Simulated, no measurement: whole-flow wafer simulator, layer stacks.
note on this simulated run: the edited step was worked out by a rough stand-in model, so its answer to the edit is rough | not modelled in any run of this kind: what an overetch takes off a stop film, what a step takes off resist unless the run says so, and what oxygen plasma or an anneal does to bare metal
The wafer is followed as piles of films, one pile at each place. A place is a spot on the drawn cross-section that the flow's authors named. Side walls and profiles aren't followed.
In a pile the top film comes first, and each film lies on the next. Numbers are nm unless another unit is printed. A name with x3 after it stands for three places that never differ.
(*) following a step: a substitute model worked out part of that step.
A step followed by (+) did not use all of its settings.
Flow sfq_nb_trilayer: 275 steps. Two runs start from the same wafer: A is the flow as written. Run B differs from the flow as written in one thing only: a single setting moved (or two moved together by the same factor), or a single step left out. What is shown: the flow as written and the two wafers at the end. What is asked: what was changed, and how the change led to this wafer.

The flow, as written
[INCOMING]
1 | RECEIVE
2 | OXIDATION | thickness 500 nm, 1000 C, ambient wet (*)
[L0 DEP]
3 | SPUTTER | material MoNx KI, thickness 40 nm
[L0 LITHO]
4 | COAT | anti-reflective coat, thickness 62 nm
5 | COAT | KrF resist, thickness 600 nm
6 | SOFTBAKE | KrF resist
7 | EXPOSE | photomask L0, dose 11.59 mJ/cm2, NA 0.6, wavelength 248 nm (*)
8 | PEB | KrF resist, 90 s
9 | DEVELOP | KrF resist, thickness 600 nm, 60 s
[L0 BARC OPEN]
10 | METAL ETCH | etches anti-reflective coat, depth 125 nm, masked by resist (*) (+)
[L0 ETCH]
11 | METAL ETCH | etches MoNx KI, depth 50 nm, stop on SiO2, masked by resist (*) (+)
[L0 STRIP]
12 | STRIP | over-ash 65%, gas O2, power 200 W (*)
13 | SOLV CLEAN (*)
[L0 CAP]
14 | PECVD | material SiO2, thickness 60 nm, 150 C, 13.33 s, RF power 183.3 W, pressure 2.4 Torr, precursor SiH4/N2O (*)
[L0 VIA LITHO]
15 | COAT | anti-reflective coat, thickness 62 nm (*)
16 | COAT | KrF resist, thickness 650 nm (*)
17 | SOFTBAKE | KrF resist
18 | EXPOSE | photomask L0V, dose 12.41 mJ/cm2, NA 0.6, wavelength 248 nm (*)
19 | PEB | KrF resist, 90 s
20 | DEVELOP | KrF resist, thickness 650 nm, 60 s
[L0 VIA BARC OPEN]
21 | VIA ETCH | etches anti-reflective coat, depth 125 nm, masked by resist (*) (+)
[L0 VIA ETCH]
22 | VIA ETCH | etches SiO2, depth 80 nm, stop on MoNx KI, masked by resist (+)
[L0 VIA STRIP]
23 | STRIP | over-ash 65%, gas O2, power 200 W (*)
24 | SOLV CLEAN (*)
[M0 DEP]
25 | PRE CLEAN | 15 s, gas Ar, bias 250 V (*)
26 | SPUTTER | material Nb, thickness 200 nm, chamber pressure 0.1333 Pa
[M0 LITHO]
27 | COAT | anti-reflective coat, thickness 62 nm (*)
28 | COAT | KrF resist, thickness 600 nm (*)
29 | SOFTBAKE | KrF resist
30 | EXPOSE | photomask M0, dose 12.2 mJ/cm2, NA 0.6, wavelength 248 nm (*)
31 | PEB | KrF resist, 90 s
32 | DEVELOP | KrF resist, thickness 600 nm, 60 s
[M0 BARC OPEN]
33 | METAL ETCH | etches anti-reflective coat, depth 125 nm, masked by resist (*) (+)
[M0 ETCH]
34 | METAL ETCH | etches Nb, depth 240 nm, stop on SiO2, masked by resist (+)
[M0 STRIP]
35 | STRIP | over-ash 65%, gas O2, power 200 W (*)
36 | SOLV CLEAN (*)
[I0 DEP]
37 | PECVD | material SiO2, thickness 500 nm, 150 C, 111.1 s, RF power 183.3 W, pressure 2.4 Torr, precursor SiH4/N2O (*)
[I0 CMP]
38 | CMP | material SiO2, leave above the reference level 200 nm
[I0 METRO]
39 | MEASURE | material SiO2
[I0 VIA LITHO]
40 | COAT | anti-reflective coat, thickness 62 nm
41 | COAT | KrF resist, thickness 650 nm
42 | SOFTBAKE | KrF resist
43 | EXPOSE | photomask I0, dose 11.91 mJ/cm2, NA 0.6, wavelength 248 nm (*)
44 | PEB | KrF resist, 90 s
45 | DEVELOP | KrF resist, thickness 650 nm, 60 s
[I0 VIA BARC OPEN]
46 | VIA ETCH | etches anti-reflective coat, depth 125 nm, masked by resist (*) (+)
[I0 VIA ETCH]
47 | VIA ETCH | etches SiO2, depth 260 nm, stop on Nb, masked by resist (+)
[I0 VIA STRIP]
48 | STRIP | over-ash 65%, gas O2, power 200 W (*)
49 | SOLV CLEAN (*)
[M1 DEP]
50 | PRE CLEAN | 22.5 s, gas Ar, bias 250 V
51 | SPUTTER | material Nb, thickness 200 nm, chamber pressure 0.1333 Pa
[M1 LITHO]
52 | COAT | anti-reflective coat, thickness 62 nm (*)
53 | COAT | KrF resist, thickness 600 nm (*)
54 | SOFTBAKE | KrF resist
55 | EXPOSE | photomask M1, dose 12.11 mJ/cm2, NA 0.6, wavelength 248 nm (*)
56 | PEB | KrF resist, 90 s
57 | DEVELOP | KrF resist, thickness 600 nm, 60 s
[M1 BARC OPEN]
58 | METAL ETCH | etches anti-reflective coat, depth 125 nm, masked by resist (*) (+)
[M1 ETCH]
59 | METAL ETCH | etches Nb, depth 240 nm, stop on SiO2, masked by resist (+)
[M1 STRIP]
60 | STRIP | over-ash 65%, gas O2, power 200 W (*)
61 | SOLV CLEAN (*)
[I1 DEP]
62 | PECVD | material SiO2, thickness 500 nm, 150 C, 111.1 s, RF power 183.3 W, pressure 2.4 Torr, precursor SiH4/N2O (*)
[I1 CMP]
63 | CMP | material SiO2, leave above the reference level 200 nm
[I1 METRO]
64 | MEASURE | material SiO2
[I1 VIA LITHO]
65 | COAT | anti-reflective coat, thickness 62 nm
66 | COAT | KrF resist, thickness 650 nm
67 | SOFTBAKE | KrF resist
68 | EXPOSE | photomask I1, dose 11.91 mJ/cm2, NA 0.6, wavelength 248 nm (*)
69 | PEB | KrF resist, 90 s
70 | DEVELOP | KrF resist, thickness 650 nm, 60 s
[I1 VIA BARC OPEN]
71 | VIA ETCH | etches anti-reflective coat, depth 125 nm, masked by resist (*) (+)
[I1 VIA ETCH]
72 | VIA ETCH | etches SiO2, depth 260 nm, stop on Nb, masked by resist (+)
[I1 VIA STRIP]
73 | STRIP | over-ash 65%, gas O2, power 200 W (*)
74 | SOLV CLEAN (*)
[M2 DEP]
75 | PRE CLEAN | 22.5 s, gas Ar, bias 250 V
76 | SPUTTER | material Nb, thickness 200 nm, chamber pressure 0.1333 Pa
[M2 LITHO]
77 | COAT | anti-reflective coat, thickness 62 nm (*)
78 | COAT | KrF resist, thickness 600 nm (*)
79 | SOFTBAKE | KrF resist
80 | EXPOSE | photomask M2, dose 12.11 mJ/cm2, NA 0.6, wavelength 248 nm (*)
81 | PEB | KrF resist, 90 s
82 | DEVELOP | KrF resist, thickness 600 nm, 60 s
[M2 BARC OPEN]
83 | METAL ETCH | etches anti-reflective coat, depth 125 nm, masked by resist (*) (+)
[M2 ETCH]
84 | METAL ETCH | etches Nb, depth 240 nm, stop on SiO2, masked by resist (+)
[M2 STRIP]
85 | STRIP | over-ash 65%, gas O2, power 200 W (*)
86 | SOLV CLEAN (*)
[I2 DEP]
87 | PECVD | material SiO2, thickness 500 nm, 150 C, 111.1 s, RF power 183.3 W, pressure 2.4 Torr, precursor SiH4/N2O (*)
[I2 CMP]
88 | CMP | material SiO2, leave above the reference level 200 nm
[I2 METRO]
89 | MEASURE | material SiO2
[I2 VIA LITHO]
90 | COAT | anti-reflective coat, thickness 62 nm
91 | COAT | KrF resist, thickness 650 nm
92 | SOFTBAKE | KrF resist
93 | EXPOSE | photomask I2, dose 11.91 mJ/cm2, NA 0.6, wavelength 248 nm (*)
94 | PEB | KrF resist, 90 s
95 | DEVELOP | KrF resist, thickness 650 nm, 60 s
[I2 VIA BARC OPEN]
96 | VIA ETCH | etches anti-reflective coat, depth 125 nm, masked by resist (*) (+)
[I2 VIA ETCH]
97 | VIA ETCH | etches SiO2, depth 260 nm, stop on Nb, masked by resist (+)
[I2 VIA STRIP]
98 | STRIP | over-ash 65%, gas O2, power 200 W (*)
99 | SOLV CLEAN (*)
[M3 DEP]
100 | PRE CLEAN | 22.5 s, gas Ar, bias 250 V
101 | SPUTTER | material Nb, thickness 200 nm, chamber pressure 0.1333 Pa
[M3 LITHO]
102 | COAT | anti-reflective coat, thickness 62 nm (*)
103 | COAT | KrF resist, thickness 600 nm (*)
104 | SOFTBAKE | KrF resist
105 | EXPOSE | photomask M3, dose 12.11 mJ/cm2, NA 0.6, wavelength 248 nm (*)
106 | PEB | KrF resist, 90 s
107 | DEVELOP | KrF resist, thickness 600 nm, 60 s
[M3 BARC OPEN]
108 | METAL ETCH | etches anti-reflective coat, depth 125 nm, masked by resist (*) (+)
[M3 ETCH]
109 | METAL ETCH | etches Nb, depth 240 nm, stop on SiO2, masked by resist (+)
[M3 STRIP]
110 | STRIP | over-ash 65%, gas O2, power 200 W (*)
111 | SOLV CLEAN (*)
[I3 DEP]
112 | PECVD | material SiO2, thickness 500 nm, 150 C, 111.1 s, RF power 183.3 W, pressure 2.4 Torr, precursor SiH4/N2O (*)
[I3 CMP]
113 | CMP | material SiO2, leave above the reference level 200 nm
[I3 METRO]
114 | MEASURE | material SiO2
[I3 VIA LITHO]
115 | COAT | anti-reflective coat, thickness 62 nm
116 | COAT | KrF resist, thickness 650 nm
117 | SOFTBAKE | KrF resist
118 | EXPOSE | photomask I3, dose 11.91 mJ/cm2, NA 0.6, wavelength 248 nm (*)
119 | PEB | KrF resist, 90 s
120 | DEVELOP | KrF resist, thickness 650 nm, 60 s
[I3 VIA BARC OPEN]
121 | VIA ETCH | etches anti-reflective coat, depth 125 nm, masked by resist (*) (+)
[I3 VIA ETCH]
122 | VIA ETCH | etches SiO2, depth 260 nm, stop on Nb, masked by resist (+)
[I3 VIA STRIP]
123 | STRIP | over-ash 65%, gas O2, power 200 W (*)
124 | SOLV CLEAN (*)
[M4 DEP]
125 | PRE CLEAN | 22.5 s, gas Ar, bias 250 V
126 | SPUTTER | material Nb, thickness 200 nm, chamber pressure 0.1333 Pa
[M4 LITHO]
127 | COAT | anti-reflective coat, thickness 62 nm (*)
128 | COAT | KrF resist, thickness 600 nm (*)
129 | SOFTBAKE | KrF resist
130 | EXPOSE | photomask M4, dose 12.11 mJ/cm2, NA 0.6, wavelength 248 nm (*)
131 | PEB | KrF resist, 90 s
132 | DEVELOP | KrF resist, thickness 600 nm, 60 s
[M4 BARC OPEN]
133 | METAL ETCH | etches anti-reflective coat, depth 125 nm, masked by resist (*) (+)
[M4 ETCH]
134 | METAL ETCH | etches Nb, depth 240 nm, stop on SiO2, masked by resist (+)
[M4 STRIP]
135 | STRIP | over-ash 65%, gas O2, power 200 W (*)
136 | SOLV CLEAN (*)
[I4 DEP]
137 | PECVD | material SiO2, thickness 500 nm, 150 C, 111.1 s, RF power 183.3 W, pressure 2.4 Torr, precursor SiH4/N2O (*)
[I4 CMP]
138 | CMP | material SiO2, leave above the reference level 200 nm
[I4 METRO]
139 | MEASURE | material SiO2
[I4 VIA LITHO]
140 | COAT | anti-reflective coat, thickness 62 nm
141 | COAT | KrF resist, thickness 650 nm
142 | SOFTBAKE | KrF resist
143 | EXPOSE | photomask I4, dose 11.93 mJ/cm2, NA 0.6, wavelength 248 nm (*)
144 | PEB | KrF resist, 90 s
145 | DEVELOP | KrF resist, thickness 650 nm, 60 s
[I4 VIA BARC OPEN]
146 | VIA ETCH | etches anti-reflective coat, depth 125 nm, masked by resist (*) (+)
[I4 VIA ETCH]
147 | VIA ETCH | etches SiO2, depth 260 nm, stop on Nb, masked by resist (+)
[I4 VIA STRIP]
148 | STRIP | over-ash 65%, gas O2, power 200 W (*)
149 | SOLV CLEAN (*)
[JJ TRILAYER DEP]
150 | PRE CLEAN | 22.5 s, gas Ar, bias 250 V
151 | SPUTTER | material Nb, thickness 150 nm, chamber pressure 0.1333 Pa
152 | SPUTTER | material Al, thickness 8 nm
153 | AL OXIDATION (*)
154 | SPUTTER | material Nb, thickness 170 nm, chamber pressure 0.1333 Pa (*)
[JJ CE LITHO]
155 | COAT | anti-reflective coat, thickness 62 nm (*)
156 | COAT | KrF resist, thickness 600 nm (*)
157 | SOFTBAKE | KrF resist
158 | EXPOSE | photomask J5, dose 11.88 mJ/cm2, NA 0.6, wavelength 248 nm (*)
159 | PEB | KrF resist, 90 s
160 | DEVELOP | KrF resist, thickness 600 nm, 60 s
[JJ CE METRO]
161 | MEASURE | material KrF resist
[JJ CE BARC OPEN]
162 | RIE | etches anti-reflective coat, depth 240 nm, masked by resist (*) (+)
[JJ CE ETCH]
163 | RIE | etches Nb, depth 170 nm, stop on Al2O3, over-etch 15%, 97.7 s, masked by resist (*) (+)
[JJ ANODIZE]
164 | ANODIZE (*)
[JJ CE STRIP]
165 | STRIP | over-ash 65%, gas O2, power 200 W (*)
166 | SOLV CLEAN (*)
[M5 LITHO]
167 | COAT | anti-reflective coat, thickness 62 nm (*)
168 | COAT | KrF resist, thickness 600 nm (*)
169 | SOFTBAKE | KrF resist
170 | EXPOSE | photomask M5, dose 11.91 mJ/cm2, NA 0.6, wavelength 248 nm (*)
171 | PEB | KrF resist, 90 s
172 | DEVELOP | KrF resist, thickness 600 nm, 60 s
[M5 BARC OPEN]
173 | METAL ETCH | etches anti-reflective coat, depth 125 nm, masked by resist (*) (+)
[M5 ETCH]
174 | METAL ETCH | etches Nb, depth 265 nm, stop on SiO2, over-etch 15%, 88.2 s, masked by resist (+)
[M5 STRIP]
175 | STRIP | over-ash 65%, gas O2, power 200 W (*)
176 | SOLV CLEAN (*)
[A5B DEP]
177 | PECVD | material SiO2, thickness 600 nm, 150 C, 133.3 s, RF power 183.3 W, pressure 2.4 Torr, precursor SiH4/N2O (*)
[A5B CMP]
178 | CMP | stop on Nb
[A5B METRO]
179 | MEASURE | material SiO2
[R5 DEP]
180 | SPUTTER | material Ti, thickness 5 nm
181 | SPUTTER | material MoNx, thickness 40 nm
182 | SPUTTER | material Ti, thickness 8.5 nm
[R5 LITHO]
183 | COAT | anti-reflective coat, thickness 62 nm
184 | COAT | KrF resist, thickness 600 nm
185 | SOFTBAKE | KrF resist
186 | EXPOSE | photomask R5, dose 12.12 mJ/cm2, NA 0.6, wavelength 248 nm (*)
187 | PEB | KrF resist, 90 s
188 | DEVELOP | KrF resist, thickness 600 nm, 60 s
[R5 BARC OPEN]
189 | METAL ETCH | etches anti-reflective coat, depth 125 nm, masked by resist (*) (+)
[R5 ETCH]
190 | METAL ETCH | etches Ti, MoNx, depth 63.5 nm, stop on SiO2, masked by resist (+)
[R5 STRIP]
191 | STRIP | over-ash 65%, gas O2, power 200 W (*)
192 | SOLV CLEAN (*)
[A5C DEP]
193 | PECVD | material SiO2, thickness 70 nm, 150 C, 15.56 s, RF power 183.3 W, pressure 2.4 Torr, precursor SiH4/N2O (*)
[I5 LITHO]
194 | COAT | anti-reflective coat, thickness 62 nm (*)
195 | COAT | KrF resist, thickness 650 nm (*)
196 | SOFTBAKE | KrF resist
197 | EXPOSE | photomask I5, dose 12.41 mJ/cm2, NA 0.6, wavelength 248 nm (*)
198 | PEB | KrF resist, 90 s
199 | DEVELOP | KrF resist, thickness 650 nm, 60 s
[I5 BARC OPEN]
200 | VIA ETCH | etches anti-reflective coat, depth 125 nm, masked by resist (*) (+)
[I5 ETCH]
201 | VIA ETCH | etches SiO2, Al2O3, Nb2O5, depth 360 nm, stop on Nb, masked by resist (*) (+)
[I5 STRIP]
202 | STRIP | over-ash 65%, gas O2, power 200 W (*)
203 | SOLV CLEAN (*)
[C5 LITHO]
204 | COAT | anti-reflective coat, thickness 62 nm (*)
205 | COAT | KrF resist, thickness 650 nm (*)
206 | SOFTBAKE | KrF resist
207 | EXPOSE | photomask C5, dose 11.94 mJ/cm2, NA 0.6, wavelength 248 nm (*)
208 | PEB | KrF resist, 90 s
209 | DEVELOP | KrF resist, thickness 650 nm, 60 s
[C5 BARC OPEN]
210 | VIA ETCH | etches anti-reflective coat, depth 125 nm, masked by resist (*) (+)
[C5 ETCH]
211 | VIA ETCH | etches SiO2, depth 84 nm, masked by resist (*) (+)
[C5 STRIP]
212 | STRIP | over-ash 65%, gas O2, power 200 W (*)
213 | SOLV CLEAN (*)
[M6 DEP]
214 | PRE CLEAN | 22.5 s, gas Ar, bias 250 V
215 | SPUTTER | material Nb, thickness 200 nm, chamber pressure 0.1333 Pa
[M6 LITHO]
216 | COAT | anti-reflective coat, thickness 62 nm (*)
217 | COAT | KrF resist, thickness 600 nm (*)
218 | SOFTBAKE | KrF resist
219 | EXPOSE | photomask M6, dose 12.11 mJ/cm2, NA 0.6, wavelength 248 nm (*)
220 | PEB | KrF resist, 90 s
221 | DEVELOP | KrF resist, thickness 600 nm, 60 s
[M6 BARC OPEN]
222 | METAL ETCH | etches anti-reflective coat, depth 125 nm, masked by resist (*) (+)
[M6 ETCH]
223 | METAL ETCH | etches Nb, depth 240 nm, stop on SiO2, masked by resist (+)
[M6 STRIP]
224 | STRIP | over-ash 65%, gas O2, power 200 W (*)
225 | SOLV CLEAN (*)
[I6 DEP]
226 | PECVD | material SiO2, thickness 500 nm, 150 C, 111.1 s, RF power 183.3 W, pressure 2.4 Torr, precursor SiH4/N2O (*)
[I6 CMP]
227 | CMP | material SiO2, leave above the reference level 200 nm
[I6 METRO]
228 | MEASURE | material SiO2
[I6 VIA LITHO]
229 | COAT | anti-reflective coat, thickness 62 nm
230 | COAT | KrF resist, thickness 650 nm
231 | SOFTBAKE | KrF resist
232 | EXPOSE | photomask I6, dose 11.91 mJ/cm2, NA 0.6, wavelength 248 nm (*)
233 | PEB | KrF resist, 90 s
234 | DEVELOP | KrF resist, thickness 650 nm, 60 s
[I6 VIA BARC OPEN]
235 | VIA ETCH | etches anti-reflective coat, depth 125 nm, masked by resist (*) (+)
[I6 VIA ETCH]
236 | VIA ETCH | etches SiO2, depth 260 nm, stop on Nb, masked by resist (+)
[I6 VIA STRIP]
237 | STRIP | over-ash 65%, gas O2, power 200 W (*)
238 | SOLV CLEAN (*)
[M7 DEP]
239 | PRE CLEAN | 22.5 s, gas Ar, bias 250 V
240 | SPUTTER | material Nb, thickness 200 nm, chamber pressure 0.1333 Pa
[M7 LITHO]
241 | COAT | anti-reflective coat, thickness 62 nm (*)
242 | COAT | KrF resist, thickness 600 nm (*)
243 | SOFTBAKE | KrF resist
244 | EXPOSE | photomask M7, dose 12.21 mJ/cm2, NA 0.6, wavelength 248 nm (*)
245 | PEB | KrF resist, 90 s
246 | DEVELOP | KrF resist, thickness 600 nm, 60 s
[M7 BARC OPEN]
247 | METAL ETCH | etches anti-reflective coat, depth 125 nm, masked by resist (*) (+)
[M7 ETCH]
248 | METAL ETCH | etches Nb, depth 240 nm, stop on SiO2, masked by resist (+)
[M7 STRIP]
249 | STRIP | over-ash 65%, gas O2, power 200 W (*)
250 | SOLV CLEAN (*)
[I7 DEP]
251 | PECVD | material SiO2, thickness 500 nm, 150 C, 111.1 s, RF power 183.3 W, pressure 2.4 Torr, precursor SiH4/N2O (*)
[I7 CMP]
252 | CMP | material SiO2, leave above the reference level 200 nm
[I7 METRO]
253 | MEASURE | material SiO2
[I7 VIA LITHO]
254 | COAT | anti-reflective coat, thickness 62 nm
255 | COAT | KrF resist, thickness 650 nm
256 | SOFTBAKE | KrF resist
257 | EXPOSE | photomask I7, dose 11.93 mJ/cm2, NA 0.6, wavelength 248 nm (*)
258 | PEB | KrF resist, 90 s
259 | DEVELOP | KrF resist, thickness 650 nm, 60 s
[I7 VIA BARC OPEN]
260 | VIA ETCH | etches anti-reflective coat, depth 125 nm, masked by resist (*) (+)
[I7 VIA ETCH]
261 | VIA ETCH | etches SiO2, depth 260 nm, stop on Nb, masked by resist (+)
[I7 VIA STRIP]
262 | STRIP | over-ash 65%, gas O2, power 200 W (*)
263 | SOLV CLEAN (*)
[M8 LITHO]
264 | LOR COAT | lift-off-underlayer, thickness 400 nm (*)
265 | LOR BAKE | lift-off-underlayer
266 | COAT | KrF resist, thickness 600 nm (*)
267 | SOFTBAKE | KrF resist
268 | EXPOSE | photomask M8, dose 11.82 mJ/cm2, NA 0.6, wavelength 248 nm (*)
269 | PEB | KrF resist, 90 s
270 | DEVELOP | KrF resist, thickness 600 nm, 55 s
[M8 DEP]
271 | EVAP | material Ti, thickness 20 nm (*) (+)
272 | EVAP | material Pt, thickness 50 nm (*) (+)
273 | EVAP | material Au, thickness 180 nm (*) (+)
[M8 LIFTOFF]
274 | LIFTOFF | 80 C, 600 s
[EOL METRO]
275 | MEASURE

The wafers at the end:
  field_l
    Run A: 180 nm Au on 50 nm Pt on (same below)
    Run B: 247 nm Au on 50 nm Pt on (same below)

What caused this: step 273, EVAP: thickness 247 nm was run, whereas the flow has thickness 180 nm.
The wafer lets one read it off: field_l has Au 247, and step 273 as written asks for 180 nm.

The path from the change to this, step by step:
  273 | EVAP | material Au, thickness 180 nm (*) (+)
      field_l, v_sur, via_wl and 103 more: A +180 Au (new film) | B +247 Au (new film)
  274 | LIFTOFF | 80 C, 600 s
      p4_fl, p4_fm, p4_w1 and 71 more: A -180 Au (all of it), -50 Pt (all of it), -20 Ti (all of it), -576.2 KrF resist (all of it), -400 lift-off-underlayer (all of it) | B -247 Au (all of it), -50 Pt (all of it), -20 Ti (all of it), -576.2 KrF resist (all of it), -400 lift-off-underlayer (all of it)
      c5j, ce_r: A -180 Au (all of it), -50 Pt (all of it), -20 Ti (all of it), -573.3 KrF resist (all of it), -399.3 lift-off-underlayer (all of it) | B -247 Au (all of it), -50 Pt (all of it), -20 Ti (all of it), -573.3 KrF resist (all of it), -399.3 lift-off-underlayer (all of it)
      (also at 19 further places)
